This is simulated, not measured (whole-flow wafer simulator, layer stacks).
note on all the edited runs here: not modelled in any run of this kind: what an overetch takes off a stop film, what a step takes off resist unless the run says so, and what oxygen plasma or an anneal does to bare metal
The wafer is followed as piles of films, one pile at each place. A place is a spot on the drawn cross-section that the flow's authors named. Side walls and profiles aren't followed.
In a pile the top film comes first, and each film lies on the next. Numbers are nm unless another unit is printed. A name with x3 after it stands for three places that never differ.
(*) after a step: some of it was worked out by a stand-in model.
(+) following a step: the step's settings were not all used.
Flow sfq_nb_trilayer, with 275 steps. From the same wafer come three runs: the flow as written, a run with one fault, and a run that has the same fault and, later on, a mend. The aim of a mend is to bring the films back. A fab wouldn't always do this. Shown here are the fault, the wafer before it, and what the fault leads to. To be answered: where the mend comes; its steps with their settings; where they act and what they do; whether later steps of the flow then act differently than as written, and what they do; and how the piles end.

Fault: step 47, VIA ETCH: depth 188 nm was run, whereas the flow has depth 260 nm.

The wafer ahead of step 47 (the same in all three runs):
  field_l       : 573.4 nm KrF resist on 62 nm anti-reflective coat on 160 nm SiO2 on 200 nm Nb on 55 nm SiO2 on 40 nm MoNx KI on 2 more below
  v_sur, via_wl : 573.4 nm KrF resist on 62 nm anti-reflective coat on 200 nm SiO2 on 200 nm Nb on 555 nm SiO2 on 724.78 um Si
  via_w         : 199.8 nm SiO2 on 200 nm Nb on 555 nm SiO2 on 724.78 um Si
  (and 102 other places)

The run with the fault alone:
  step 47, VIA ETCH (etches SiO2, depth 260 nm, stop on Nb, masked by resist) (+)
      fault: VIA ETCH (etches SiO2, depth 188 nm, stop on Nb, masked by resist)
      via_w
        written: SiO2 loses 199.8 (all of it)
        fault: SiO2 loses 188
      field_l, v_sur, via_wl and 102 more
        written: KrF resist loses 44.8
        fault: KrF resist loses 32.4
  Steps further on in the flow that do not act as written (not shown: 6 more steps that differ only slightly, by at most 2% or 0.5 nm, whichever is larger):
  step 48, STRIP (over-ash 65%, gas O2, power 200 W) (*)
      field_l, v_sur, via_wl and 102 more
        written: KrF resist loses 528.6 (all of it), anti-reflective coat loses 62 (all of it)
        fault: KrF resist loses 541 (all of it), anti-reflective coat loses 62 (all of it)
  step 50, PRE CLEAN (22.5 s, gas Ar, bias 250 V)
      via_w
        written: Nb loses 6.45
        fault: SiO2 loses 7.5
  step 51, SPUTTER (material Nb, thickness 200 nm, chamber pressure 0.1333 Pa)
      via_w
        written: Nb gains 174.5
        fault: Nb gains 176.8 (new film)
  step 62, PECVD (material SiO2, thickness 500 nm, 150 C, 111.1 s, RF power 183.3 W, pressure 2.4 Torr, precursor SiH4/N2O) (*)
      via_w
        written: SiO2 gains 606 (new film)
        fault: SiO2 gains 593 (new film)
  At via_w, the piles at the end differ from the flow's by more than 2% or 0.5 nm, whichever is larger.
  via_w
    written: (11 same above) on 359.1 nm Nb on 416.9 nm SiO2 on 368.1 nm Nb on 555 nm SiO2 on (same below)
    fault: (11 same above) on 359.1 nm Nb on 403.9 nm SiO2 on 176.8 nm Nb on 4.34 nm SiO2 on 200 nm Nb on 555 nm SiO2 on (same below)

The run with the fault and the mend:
  The mend follows step 47.
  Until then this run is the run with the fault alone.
  step 47a, VIA ETCH (etches SiO2, depth 72 nm, stop on Nb, masked by resist) (+) (the flow's step 47, run once more with other settings)
      field_l, v_sur, via_wl and 102 more
        KrF resist loses 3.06
      via_w
        SiO2 loses 11.8 (all of it)
  Later steps of the flow that are run all act as written at every place that is followed, up to a difference of at most 2% or 0.5 nm, whichever is larger.
  At every place that both follow, the piles at the end match the flow's.
